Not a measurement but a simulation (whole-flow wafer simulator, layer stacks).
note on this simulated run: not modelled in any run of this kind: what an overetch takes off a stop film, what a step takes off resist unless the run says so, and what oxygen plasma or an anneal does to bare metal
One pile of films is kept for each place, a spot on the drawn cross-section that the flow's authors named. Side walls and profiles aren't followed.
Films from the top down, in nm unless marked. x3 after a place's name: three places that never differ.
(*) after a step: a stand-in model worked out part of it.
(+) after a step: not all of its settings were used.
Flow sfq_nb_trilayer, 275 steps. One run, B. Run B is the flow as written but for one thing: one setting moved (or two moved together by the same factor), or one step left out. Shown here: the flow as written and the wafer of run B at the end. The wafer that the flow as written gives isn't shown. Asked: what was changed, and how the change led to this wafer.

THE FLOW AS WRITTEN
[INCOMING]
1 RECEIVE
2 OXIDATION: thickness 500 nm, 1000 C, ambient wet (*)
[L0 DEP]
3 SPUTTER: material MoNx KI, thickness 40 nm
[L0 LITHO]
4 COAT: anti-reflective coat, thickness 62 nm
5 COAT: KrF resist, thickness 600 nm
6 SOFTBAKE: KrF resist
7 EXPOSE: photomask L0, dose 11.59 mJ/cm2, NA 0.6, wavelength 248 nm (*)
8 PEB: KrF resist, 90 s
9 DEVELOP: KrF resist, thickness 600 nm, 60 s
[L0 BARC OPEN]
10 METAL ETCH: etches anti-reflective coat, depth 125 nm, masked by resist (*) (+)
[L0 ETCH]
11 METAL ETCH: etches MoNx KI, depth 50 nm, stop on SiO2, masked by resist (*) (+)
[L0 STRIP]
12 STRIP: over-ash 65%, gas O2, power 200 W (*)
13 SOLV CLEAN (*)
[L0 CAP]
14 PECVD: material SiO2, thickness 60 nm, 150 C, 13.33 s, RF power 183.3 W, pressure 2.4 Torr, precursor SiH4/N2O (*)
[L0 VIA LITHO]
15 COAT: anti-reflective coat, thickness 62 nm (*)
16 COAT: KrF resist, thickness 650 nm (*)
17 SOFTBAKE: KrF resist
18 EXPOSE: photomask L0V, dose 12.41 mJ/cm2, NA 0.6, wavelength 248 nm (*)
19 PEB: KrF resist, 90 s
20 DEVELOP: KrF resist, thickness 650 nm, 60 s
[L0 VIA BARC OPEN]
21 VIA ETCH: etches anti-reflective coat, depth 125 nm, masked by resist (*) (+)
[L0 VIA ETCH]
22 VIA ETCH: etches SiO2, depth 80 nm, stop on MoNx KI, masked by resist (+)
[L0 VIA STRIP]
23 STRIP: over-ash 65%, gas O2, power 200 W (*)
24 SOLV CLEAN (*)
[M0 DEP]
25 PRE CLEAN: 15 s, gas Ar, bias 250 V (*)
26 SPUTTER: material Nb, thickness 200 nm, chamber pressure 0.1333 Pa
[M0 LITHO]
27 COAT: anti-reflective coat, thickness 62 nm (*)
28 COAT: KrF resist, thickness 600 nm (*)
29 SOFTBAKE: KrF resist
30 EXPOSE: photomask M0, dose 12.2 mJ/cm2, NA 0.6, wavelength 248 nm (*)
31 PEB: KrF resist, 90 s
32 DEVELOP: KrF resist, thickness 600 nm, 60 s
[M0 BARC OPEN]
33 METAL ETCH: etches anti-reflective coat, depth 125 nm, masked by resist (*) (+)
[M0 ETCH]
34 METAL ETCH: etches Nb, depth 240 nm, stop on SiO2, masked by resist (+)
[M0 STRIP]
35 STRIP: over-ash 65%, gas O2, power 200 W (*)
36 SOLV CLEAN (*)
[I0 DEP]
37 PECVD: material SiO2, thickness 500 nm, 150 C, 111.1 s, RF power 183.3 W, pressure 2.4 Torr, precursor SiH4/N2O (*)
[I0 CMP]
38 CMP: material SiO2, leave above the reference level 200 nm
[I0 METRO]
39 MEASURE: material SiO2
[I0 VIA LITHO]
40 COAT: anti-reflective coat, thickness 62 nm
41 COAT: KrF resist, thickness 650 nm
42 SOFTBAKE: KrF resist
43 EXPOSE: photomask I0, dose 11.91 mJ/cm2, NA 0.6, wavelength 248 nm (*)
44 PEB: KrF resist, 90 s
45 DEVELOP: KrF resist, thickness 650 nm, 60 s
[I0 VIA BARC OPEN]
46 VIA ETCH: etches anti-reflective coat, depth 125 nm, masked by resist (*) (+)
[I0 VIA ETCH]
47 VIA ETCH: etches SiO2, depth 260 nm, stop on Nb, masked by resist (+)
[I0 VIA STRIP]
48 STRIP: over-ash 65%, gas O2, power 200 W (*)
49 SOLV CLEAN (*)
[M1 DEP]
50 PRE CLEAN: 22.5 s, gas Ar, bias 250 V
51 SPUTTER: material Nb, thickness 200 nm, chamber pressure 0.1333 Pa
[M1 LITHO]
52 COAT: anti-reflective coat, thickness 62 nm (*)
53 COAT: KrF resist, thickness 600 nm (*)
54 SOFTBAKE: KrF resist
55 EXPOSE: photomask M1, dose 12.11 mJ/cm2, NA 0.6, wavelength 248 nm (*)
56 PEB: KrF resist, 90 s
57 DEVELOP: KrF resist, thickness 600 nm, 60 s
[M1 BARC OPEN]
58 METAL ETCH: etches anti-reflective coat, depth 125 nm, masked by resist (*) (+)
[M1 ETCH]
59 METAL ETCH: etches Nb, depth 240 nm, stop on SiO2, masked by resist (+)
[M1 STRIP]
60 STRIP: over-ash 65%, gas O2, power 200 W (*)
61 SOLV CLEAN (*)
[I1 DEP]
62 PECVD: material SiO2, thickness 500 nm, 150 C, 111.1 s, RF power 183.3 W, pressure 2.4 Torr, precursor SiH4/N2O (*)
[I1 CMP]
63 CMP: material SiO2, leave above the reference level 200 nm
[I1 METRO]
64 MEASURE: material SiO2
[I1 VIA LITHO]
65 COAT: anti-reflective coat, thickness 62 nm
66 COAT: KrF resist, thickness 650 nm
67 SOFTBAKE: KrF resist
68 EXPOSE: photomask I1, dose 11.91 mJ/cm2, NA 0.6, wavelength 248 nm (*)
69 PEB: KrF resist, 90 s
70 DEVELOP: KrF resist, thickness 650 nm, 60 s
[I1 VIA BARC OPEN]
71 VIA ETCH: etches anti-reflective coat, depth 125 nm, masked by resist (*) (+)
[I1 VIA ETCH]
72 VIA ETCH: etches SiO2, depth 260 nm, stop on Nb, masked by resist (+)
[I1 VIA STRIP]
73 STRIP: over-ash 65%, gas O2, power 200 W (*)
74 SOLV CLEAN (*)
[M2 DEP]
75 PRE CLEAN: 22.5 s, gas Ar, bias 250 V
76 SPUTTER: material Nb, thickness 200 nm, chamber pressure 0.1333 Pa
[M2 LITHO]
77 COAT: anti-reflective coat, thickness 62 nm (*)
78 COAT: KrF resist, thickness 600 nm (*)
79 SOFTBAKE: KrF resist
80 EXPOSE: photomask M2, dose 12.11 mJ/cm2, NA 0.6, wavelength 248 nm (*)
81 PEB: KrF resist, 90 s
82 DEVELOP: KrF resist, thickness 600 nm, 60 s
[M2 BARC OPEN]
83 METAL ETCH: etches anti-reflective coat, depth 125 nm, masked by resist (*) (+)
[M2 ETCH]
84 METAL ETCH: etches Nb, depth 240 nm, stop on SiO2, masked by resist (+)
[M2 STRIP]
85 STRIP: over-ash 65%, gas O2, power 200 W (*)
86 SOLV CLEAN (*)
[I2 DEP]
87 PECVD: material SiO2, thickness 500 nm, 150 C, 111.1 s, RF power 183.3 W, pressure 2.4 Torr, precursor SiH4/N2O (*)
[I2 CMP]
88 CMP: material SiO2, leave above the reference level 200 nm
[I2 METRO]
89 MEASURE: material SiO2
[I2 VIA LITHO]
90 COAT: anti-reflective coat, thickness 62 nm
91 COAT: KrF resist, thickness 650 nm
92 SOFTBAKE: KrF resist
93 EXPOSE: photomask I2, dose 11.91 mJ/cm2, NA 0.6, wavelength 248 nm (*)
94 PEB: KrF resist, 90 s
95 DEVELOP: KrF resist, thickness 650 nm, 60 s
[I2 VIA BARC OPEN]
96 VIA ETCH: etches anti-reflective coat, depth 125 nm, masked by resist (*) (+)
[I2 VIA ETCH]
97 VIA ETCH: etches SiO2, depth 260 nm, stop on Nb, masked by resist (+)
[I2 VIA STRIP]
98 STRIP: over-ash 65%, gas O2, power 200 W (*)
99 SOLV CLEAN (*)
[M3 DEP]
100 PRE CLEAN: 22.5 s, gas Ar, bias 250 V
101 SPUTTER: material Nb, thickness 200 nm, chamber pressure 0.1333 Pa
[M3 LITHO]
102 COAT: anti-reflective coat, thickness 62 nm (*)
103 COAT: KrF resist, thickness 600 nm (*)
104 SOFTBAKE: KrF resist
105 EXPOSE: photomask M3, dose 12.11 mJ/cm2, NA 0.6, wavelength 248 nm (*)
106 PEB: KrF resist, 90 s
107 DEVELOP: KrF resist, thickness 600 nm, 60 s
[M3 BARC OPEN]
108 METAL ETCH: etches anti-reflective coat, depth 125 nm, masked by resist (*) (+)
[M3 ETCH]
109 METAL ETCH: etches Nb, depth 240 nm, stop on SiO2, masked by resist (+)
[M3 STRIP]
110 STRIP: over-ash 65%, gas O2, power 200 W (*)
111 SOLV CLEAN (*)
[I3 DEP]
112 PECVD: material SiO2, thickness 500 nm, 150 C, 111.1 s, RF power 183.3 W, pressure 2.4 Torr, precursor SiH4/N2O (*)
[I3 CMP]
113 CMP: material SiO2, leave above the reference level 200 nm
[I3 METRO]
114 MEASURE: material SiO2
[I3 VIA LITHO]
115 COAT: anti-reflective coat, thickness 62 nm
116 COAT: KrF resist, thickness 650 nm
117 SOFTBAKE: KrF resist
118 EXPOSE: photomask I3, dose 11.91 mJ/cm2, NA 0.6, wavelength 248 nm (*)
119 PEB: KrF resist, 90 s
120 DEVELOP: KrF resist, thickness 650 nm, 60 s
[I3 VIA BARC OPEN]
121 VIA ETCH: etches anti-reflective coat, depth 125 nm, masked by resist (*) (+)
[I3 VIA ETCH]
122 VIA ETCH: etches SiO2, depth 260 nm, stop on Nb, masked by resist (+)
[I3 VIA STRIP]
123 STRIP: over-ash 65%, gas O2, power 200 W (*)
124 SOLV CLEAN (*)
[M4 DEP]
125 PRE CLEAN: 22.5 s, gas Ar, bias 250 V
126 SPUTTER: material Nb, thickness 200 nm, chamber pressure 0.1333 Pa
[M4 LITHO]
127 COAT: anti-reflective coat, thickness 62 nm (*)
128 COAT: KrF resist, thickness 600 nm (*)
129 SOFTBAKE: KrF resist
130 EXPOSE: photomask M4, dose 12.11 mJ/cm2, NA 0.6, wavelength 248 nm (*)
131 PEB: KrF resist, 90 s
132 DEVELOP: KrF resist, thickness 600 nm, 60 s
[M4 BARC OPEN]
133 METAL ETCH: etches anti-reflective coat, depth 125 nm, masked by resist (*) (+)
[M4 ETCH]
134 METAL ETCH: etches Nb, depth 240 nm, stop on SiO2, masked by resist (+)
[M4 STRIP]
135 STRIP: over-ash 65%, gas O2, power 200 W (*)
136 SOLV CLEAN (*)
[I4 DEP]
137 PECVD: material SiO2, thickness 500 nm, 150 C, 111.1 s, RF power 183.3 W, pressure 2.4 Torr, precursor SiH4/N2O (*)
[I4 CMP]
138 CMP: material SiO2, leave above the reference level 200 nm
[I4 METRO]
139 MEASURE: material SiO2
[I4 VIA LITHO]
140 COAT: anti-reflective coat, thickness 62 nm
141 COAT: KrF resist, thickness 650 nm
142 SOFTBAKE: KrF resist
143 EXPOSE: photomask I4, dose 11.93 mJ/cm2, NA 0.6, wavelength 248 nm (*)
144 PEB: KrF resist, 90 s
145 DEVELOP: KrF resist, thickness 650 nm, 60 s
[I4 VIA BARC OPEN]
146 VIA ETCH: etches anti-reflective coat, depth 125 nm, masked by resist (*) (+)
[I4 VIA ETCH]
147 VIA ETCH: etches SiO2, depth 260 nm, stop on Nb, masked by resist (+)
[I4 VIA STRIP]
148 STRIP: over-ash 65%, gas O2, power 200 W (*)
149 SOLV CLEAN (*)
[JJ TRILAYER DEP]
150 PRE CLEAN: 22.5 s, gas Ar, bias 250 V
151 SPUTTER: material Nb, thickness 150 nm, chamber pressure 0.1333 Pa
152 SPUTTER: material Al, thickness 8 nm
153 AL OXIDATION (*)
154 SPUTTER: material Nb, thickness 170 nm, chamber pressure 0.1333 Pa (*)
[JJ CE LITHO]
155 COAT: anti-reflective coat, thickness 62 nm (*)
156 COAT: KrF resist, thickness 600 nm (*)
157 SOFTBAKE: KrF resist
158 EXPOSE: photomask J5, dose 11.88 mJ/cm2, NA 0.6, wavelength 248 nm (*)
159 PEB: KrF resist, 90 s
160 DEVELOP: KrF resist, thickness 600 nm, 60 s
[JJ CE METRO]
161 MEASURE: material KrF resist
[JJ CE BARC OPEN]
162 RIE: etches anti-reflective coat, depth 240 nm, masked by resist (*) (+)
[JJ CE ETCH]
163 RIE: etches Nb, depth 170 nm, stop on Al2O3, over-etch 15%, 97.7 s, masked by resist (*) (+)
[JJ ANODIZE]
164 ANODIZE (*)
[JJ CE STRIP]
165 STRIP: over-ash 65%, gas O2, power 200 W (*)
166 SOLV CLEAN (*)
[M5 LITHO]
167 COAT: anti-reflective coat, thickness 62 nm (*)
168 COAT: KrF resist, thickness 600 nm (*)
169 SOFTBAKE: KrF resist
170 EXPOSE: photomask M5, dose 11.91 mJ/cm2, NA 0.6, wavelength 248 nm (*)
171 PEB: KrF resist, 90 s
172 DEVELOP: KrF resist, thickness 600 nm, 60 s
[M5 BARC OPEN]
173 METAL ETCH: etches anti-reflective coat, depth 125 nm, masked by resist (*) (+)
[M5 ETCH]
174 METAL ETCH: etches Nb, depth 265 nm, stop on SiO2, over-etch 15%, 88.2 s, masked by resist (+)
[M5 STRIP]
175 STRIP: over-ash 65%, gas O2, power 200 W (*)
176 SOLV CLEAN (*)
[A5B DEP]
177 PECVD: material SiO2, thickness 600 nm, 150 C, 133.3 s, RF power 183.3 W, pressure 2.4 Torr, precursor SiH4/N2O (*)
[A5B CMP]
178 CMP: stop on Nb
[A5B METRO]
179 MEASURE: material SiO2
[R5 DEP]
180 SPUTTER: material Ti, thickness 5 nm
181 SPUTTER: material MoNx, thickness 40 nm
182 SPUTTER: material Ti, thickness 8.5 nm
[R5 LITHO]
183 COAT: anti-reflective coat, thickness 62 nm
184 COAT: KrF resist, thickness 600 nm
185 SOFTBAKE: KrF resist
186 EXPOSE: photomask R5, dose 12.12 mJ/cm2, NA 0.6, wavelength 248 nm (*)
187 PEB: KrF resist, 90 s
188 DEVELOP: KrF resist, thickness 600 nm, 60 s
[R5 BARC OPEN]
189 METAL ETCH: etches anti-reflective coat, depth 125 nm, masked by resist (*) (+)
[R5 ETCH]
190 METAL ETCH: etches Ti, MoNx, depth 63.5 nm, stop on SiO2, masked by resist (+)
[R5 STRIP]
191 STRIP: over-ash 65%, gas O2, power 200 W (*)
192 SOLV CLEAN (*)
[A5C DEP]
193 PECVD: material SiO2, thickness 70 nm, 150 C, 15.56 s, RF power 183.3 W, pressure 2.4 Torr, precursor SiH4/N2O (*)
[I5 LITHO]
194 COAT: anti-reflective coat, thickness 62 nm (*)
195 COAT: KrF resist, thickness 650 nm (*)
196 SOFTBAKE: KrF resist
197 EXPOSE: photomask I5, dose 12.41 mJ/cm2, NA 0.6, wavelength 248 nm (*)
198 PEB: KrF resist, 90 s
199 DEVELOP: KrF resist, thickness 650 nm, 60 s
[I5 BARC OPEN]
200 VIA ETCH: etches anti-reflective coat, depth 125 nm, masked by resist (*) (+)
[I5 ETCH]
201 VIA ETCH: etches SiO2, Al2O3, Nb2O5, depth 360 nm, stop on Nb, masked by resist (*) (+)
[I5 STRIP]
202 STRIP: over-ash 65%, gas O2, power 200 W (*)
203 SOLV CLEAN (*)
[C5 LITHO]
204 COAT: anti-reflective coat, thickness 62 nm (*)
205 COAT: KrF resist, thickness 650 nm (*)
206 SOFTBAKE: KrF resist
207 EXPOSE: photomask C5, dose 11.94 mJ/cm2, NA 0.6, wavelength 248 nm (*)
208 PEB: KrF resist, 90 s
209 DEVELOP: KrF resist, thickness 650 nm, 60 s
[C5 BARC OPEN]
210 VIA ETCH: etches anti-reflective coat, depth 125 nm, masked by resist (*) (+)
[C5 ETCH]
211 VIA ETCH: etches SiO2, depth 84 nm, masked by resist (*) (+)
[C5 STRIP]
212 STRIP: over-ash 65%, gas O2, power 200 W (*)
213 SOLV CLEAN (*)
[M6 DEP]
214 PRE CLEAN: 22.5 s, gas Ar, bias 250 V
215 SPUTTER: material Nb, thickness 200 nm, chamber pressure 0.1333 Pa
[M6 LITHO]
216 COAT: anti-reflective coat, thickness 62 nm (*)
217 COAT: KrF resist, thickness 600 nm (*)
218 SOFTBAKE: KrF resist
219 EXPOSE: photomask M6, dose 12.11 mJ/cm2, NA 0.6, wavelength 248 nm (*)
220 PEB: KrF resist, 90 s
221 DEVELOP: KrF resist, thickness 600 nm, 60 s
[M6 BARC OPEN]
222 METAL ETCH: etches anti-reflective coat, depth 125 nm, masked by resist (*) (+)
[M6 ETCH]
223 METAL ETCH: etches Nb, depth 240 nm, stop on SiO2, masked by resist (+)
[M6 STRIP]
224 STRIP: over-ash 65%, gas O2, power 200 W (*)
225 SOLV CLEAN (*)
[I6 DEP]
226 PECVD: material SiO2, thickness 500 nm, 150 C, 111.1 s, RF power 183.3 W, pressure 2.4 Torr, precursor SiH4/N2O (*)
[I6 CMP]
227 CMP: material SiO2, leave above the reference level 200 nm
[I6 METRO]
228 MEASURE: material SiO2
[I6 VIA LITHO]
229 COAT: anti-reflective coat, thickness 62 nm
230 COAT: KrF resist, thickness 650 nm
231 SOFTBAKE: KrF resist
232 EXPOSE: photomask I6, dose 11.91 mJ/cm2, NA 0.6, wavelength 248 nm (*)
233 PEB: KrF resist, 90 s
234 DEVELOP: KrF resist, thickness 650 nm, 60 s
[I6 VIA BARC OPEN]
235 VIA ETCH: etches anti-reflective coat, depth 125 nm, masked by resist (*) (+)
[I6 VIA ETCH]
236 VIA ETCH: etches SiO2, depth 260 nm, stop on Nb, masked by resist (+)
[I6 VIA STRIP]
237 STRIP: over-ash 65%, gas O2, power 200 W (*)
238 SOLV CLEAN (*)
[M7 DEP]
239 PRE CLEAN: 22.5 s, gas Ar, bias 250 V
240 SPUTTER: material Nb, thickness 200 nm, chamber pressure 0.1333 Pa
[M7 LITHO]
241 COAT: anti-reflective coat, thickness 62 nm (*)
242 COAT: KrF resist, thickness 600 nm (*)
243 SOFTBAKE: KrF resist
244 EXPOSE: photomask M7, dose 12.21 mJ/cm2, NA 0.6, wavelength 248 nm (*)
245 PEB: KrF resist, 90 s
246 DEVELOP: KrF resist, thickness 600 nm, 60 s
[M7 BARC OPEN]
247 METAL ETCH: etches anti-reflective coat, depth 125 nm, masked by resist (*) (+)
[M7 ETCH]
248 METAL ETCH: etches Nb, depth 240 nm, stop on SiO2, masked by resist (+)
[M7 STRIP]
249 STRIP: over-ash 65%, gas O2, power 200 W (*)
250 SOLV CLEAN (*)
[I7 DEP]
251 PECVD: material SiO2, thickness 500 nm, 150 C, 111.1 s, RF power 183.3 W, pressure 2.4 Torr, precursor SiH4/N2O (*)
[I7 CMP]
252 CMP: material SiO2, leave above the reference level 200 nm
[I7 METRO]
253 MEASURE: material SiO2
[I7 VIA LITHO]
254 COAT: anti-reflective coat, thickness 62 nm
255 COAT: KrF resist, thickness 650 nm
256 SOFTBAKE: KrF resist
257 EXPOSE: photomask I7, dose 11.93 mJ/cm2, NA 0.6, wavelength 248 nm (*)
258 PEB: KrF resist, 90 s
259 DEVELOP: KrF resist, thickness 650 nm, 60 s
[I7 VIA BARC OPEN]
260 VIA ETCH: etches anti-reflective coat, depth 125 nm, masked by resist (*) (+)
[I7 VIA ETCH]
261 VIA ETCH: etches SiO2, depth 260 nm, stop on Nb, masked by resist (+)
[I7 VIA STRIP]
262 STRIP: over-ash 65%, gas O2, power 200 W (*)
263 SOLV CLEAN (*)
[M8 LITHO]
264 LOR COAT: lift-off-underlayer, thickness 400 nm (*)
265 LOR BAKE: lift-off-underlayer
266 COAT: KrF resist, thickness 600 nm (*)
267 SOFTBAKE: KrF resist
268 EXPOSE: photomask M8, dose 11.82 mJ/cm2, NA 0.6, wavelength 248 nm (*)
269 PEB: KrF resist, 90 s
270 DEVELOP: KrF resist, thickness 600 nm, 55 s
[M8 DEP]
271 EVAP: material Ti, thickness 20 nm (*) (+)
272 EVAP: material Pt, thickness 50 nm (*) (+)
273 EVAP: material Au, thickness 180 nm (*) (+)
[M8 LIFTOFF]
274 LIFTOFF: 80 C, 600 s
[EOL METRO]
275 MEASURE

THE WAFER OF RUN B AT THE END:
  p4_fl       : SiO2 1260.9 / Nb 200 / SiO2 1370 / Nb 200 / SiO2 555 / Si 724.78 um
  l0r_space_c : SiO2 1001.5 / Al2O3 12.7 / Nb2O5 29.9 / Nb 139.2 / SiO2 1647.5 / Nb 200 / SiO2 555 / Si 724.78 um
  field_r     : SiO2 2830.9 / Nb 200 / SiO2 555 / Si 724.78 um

The cause: step 138, CMP: leave above the reference level 85 nm was run, where the flow has leave above the reference level 200 nm.

How the change led to this, step by step:
  138 CMP: material SiO2, leave above the reference level 200 nm
      field_l, be, be_sur and 55 more: SiO2 -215 (as written it would be: SiO2 -100)
      v_sur, via_wl, via_w and 35 more: SiO2 -415 (as written it would be: SiO2 -300)
      (and at 10 more places)
  147 VIA ETCH: etches SiO2, depth 260 nm, stop on Nb, masked by resist (+)
      field_l, v_sur, via_sp and 100 more: KrF resist -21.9 (as written it would be: KrF resist -44.8)
      via_wl, via_w, via_wr: SiO2 -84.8 (all of it) (as written it would be: SiO2 -199.8 (all of it))
  148 STRIP: over-ash 65%, gas O2, power 200 W (*)
      field_l, v_sur, via_sp and 100 more: KrF resist -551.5 (all of it), anti-reflective coat -62 (all of it) (as written it would be: KrF resist -528.6 (all of it), anti-reflective coat -62 (all of it))
  151 SPUTTER: material Nb, thickness 150 nm, chamber pressure 0.1333 Pa
      via_wl, via_w, via_wr: Nb +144 (as written it would be: Nb +130.4)
  152 SPUTTER: material Al, thickness 8 nm
      via_wl, via_wr: Al +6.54 (new film) (as written it would be: Al +5.14 (new film))
      via_w: Al +7.92 (new film) (as written it would be: Al +7.12 (new film))
  154 SPUTTER: material Nb, thickness 170 nm, chamber pressure 0.1333 Pa (*)
      via_wl, via_wr: Nb +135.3 (new film) (as written it would be: Nb +140.7 (new film))
      via_w: Nb +168.9 (new film) (as written it would be: Nb +141 (new film))
  155 COAT: anti-reflective coat, thickness 62 nm (*)
      via_wl, via_wr: anti-reflective coat +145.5 (new film) (as written it would be: anti-reflective coat +209.4 (new film))
      v_sur: anti-reflective coat +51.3 (new film) (as written it would be: anti-reflective coat +45.1 (new film))
      (and at 2 more places)
  156 COAT: KrF resist, thickness 600 nm (*)
      via_wl: KrF resist +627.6 (new film) (as written it would be: KrF resist +663 (new film))
      via_w: KrF resist +651.7 (new film) (as written it would be: KrF resist +763.8 (new film))
      (and at 1 more place)
  160 DEVELOP: KrF resist, thickness 600 nm, 60 s
      via_wl: KrF resist -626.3 (all of it) (as written it would be: KrF resist -661.6 (all of it))
      via_w: KrF resist -650.3 (all of it) (as written it would be: KrF resist -762.1 (all of it))
      (and at 1 more place)
  162 RIE: etches anti-reflective coat, depth 240 nm, masked by resist (*) (+)
      ce_l, c5j, ce_r, wl_jj: KrF resist -145.5 (as written it would be: KrF resist -209.4)
      via_wl, via_wr: anti-reflective coat -145.5 (all of it) (as written it would be: anti-reflective coat -209.4 (all of it))
      (and at 3 more places)
  163 RIE: etches Nb, depth 170 nm, stop on Al2O3, over-etch 15%, 97.7 s, masked by resist (*) (+)
      via_w: Nb -168.9 (all of it), Al2O3 -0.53 (as written it would be: Nb -141 (all of it), Al2O3 -0.96 (all of it))
      via_wl, via_wr: Nb -135.3 (all of it), Al2O3 -0.96 (all of it) (as written it would be: Nb -140.7 (all of it), Al2O3 -0.96 (all of it))
  164 ANODIZE (*)
      via_w: Al2O3 +12.1, Nb2O5 +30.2 (new film), Al -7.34 (all of it), Nb -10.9 (as written it would be: Al2O3 +10.8 (new film), Nb2O5 +33.3 (new film), Al -6.54 (all of it), Nb -12)
      via_wl, via_wr: Al2O3 +9.84 (new film), Nb2O5 +35 (new film), Al -5.96 (all of it), Nb -12.6 (as written it would be: Al2O3 +7.52 (new film), Nb2O5 +39.2 (new film), Al -4.56 (all of it), Nb -14.1)
  165 STRIP: over-ash 65%, gas O2, power 200 W (*)
      c5j, ce_r: KrF resist -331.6 (all of it), anti-reflective coat -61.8 (all of it) (as written it would be: KrF resist -266.9 (all of it), anti-reflective coat -61.5 (all of it))
      ce_l: KrF resist -331.5 (all of it), anti-reflective coat -61.8 (all of it) (as written it would be: KrF resist -266.8 (all of it), anti-reflective coat -61.4 (all of it))
      (and at 1 more place)
  167 COAT: anti-reflective coat, thickness 62 nm (*)
      v_sur: anti-reflective coat +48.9 (new film) (as written it would be: anti-reflective coat +44.9 (new film))
      via_wl: anti-reflective coat +97 (new film) (as written it would be: anti-reflective coat +170.5 (new film))
      (and at 3 more places)
  168 COAT: KrF resist, thickness 600 nm (*)
      v_sur: KrF resist +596 (new film) (as written it would be: KrF resist +577.9 (new film))
      via_wl: KrF resist +631.7 (new film) (as written it would be: KrF resist +656 (new film))
      (and at 3 more places)
  175 STRIP: over-ash 65%, gas O2, power 200 W (*)
      v_sur: KrF resist -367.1 (all of it), anti-reflective coat -48.9 (all of it) (as written it would be: KrF resist -349.2 (all of it), anti-reflective coat -44.9 (all of it))
      via_wl: KrF resist -402.8 (all of it), anti-reflective coat -97 (all of it) (as written it would be: KrF resist -427 (all of it), anti-reflective coat -170.5 (all of it))
      (and at 3 more places)
  178 CMP: stop on Nb
      via_wl, via_wr: SiO2 -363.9 (as written it would be: SiO2 -235.7)
      via_w: SiO2 -363.5 (as written it would be: SiO2 -235.2)
